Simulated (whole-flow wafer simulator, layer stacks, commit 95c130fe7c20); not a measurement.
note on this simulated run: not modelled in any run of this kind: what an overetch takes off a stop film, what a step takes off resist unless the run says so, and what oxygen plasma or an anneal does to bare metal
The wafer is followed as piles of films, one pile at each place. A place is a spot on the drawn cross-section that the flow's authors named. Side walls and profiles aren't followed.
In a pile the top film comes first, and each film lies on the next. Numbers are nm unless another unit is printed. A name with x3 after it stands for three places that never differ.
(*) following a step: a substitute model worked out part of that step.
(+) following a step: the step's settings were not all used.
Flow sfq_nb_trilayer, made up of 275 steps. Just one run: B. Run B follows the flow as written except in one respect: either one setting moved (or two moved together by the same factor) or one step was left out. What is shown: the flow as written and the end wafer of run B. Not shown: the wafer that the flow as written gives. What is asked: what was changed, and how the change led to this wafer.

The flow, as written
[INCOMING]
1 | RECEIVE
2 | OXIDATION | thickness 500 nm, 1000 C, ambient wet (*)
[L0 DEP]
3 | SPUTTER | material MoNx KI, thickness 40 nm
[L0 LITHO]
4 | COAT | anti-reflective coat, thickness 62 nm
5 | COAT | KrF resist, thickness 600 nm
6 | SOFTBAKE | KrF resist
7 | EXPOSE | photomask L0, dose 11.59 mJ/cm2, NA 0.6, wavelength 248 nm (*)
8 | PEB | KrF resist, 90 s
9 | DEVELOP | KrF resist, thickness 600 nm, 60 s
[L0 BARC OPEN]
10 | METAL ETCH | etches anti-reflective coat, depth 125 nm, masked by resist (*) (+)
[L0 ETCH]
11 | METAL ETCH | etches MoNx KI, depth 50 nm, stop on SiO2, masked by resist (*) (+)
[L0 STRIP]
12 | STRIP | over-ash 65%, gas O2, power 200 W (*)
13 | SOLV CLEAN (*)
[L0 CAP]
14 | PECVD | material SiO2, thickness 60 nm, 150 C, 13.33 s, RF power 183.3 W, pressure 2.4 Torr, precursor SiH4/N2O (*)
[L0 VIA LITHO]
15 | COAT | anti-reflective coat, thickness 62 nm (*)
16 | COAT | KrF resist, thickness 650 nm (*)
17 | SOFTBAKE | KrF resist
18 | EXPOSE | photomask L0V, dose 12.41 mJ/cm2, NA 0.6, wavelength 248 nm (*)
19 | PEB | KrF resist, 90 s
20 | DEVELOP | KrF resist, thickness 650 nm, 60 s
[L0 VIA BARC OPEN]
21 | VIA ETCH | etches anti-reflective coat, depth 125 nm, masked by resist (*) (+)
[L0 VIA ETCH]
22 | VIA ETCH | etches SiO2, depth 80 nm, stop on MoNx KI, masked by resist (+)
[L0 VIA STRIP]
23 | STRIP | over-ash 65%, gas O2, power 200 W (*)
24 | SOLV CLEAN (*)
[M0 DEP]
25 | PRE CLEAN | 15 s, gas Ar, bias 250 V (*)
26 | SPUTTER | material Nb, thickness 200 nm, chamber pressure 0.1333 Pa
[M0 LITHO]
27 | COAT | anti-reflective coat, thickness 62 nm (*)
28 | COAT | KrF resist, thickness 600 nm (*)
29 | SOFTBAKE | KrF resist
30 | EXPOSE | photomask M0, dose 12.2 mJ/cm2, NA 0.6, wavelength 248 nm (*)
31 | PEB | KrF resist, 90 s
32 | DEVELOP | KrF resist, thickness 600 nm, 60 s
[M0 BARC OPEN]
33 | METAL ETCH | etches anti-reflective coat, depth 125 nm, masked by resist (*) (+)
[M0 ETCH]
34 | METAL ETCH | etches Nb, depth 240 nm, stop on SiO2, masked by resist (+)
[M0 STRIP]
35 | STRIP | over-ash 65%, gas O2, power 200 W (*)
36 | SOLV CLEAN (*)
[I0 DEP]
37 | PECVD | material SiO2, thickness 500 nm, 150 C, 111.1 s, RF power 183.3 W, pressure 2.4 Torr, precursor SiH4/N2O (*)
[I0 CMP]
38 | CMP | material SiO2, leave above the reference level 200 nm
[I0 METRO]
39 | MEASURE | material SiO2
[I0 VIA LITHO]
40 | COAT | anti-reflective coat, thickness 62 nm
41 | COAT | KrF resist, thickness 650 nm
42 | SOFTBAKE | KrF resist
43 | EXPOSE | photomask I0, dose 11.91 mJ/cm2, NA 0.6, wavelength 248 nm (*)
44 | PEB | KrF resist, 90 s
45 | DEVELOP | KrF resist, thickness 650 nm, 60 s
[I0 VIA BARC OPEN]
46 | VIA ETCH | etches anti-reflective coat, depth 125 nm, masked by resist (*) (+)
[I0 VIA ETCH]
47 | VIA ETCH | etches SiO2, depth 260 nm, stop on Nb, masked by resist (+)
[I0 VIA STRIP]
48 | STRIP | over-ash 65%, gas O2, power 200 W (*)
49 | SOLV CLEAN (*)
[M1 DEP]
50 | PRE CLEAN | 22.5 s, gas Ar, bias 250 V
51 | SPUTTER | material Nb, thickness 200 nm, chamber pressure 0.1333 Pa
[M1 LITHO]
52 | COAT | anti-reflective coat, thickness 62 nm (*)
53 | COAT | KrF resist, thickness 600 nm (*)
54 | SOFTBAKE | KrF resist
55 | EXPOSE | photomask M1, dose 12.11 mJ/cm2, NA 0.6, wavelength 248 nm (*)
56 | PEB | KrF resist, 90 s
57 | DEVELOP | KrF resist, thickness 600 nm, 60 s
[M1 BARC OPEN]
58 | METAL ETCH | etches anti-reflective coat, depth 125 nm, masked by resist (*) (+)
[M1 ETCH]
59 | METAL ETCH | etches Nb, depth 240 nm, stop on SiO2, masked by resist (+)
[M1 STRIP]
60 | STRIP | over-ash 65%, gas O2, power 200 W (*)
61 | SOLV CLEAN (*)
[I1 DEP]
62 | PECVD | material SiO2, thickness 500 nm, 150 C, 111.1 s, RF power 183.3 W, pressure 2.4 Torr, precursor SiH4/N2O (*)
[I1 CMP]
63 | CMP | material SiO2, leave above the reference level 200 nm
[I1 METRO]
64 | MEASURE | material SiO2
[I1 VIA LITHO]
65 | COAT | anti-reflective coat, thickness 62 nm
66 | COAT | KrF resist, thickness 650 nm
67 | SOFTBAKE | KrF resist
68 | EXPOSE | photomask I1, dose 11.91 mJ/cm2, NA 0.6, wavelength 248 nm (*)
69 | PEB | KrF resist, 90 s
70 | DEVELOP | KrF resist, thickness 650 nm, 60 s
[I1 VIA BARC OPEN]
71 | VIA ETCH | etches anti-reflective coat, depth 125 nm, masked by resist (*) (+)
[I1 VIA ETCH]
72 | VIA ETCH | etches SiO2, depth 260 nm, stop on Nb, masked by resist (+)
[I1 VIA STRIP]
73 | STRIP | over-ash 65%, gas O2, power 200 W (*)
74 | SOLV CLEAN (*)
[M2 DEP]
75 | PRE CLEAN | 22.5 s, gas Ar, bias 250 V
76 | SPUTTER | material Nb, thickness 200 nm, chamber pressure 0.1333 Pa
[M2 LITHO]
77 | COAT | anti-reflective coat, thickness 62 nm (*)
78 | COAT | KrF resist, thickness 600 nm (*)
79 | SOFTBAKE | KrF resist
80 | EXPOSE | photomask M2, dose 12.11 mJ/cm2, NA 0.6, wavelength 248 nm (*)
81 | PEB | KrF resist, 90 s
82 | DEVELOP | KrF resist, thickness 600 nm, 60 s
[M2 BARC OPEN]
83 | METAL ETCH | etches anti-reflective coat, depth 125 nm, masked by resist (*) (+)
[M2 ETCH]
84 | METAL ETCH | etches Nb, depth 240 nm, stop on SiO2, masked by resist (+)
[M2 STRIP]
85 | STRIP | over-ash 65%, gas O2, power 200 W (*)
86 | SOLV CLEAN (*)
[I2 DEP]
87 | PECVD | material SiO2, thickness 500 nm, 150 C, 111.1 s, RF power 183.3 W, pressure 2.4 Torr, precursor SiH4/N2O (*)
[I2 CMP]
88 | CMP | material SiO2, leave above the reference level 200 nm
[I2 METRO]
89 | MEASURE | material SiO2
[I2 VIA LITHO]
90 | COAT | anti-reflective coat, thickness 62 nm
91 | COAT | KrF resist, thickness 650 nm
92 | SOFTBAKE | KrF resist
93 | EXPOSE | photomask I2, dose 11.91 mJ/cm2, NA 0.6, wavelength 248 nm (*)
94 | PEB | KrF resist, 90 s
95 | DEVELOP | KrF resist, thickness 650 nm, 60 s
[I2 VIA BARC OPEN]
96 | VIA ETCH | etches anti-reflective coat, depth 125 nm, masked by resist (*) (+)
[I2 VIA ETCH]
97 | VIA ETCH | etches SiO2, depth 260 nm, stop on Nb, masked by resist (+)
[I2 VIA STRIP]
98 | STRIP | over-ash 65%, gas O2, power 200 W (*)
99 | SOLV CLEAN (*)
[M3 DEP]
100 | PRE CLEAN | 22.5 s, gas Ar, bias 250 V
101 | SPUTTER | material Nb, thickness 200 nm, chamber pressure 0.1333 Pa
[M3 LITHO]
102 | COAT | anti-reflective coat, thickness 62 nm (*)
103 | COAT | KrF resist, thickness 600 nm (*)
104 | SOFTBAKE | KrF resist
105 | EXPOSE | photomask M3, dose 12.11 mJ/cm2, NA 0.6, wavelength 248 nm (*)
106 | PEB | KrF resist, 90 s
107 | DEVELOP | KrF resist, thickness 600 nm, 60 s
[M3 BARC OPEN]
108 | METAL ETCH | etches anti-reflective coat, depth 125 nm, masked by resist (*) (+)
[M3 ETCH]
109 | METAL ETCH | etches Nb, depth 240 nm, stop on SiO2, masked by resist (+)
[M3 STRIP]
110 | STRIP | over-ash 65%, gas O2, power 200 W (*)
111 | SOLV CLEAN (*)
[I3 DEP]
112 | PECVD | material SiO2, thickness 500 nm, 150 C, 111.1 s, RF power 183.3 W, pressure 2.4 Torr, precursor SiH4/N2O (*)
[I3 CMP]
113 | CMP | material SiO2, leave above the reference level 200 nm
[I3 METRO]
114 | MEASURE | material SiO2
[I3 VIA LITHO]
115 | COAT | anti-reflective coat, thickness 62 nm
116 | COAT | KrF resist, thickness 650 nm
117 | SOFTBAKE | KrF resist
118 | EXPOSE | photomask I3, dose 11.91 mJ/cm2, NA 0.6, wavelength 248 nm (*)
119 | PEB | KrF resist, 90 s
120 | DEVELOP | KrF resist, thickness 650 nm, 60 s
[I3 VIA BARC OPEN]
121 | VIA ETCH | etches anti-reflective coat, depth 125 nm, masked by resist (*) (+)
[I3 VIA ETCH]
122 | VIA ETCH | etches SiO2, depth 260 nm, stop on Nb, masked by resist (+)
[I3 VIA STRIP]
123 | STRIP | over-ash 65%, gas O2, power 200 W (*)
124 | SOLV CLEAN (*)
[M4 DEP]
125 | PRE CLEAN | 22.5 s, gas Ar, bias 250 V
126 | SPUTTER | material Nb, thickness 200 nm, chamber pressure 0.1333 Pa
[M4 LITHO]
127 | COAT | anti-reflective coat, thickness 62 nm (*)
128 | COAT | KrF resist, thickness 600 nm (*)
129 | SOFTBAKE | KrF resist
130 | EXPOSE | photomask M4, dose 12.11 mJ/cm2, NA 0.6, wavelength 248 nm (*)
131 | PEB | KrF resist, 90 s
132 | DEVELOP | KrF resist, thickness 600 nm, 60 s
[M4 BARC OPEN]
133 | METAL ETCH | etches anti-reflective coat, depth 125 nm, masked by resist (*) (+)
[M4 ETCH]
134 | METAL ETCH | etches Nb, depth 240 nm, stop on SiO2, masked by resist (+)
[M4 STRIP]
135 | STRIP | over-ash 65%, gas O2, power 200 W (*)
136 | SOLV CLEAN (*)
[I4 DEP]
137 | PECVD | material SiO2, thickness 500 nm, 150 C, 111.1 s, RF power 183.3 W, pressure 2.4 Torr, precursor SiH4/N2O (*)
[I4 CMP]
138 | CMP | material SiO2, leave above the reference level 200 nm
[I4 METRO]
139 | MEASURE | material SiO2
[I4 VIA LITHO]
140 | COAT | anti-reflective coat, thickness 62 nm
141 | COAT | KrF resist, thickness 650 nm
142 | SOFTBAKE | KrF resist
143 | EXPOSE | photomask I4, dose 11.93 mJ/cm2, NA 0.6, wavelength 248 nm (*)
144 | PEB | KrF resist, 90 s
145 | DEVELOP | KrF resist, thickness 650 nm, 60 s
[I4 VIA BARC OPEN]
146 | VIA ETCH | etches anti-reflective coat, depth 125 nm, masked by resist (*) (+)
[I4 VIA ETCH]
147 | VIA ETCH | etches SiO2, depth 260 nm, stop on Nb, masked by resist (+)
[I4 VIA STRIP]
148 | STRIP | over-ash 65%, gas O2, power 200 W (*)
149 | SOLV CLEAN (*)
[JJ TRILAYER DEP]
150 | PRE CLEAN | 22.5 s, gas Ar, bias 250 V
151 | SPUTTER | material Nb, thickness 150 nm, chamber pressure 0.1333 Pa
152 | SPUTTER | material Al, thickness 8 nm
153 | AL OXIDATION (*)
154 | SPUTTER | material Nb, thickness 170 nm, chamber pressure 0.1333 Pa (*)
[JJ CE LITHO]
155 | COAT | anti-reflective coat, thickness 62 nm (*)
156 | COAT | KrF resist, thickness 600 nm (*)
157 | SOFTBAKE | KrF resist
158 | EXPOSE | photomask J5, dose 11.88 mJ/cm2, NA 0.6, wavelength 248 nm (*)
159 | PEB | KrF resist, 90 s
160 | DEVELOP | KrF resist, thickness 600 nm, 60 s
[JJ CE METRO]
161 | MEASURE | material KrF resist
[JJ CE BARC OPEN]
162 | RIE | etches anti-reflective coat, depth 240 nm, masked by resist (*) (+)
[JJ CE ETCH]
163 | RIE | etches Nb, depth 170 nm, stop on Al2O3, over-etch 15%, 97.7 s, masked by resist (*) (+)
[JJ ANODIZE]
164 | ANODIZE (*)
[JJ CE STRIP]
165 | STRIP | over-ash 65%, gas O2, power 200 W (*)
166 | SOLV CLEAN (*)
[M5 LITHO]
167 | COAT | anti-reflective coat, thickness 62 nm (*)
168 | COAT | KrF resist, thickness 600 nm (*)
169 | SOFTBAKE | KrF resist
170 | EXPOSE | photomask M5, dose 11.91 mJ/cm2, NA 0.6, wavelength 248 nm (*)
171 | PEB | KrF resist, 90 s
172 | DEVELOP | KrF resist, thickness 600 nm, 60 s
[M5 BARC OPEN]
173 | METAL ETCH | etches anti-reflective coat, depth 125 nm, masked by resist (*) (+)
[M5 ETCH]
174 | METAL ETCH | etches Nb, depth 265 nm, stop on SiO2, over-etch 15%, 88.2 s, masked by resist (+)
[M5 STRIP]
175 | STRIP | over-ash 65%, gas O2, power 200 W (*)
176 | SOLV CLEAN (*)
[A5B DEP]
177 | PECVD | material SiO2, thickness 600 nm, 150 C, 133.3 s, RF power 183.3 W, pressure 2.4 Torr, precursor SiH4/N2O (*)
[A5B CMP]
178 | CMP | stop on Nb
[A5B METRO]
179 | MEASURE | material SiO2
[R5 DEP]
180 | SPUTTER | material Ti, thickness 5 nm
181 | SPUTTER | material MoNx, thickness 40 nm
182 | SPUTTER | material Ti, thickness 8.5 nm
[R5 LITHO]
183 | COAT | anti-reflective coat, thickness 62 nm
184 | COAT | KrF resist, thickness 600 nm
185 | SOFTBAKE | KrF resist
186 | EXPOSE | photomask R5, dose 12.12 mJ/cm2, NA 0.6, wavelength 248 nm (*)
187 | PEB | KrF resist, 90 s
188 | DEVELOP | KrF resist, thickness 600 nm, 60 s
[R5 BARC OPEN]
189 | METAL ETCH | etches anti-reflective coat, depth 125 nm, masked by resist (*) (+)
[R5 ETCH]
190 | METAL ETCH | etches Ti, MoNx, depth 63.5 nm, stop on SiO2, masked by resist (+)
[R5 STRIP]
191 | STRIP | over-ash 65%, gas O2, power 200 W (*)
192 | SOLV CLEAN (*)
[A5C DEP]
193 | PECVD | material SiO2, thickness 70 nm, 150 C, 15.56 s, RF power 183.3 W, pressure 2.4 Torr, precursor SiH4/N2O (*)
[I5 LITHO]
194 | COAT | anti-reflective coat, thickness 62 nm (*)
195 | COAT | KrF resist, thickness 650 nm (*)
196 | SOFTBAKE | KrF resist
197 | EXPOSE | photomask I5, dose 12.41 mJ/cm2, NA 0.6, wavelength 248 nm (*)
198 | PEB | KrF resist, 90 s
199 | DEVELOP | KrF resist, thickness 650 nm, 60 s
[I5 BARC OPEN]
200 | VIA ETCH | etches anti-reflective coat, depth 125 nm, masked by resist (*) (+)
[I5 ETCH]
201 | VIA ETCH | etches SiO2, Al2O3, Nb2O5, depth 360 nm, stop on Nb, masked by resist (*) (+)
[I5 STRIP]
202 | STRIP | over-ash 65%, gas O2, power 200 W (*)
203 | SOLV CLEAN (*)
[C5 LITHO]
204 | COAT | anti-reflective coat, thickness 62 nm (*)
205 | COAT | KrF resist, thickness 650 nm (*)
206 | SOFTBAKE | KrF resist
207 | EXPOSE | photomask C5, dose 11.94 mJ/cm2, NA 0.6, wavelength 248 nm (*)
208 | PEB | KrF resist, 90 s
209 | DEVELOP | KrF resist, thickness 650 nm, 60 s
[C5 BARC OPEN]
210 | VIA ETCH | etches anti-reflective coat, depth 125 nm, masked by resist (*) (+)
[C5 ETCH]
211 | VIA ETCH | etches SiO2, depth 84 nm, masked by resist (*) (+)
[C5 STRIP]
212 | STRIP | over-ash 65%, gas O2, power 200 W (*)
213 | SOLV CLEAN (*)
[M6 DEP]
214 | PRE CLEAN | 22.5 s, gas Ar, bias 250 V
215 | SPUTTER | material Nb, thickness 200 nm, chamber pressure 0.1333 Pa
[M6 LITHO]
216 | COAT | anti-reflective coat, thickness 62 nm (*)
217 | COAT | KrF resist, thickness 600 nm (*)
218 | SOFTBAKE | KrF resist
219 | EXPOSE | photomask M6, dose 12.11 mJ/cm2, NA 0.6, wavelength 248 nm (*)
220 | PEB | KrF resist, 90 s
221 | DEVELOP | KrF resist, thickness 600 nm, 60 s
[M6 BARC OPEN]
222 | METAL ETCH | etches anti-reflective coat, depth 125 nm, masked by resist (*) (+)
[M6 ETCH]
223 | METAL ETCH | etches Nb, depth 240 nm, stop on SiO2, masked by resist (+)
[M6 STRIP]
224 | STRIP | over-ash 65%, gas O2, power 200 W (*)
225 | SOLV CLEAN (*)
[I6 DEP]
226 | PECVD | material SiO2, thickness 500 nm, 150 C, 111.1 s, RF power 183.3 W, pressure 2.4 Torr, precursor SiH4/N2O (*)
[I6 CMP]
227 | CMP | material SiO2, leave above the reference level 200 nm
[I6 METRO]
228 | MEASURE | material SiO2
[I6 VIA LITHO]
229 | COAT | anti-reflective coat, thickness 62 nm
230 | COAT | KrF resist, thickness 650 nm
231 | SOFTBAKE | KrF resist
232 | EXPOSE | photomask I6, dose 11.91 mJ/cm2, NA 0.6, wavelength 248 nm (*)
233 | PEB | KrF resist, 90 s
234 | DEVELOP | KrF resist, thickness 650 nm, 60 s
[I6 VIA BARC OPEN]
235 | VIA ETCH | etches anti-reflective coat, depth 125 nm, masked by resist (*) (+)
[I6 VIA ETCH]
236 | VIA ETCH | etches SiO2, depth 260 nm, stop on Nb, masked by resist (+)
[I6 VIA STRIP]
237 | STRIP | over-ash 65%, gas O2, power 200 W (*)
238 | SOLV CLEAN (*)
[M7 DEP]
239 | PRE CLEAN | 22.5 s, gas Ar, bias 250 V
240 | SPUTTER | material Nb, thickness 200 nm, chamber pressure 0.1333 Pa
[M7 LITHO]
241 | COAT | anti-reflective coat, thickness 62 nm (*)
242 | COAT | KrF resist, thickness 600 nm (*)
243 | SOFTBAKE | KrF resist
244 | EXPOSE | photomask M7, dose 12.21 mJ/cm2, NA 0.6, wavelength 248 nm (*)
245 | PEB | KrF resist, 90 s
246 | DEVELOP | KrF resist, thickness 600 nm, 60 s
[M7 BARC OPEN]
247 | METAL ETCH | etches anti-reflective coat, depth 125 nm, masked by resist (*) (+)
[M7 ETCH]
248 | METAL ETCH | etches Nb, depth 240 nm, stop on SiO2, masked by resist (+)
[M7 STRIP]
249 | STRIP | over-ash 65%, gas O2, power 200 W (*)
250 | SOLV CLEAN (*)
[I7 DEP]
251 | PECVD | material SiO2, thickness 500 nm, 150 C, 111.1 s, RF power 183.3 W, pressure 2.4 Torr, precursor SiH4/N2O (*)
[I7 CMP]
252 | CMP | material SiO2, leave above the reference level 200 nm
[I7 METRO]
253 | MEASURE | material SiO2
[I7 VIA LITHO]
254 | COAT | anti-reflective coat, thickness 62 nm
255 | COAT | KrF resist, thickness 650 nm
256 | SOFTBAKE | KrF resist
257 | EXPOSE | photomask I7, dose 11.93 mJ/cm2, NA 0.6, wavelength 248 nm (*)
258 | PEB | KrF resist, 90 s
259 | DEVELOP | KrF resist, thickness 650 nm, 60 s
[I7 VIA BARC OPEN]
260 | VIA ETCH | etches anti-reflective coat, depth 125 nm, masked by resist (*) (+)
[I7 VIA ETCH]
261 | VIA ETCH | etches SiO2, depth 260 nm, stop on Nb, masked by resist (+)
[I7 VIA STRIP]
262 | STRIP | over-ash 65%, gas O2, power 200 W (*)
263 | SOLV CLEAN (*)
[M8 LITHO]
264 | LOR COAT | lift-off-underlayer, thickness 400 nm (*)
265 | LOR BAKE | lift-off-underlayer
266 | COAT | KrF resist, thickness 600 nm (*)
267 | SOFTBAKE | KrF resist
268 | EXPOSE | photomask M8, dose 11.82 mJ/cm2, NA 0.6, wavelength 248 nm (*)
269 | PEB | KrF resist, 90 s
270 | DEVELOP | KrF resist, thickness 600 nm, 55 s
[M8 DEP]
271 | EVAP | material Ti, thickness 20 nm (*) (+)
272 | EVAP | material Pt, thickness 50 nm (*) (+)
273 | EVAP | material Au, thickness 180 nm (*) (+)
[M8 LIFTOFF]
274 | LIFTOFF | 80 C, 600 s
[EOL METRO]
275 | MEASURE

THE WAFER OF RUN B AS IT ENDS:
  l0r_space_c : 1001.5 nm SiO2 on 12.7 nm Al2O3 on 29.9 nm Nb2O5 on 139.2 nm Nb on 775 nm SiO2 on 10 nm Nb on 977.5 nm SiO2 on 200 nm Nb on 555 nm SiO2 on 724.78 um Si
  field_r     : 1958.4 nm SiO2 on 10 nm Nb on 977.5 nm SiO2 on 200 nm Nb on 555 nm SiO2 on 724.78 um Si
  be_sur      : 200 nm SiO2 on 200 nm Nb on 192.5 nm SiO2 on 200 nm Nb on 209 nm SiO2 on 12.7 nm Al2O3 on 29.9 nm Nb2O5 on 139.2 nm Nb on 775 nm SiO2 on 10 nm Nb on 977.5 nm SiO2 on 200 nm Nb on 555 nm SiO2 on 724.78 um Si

Cause: step 109, METAL ETCH: depth 190 nm was run, though the flow has depth 240 nm.

How this came from the change, step by step:
  109 | METAL ETCH | etches Nb, depth 240 nm, stop on SiO2, masked by resist (+)
      field_l, be, be_sur and 72 more: -190 Nb (as written it would have been: -200 Nb (all of it))
      v_sur, via_wl, via_w and 28 more: -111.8 KrF resist (as written it would have been: -141.2 KrF resist)
  110 | STRIP | over-ash 65%, gas O2, power 200 W (*)
      p4_w1 x9, wl_j_sl, wl_jj and 13 more: -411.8 KrF resist (all of it), -62 anti-reflective coat (all of it) (as written it would have been: -382.4 KrF resist (all of it), -62 anti-reflective coat (all of it))
      via_wl, via_wr: -413.6 KrF resist (all of it), -34.2 anti-reflective coat (all of it) (as written it would have been: -384.2 KrF resist (all of it), -34.2 anti-reflective coat (all of it))
      (also at 5 further places)
  112 | PECVD | material SiO2, thickness 500 nm, 150 C, 111.1 s, RF power 183.3 W, pressure 2.4 Torr, precursor SiH4/N2O (*)
      field_l, be, be_sur and 64 more: +500 SiO2 (new film) (as written it would have been: +500 SiO2)
      p4_g1 x2, p3_s0 x6: +547.1 SiO2 (new film) (as written it would have been: +557.1 SiO2)
  113 | CMP | material SiO2, leave above the reference level 200 nm
      field_l, be, be_sur and 64 more: -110 SiO2 (as written it would have been: -100 SiO2)
If metal films that touch count as one body, l0r_space_c has 3 bodies (between them, from the top down: SiO2 775; SiO2 977.5); the flow as written gives 2 bodies (between them, from the top down: SiO2 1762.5).
If metal films that touch count as one body, field_r has 2 bodies (between them, from the top down: SiO2 977.5); the flow as written gives 1 body.
If metal films that touch count as one body, be_sur has 5 bodies (between them, from the top down: SiO2 192.5; SiO2 209 / Al2O3 12.7 / Nb2O5 29.9; SiO2 775; SiO2 977.5); the flow as written gives 4 bodies (between them, from the top down: SiO2 192.5; SiO2 209 / Al2O3 12.7 / Nb2O5 29.9; SiO2 1762.5).
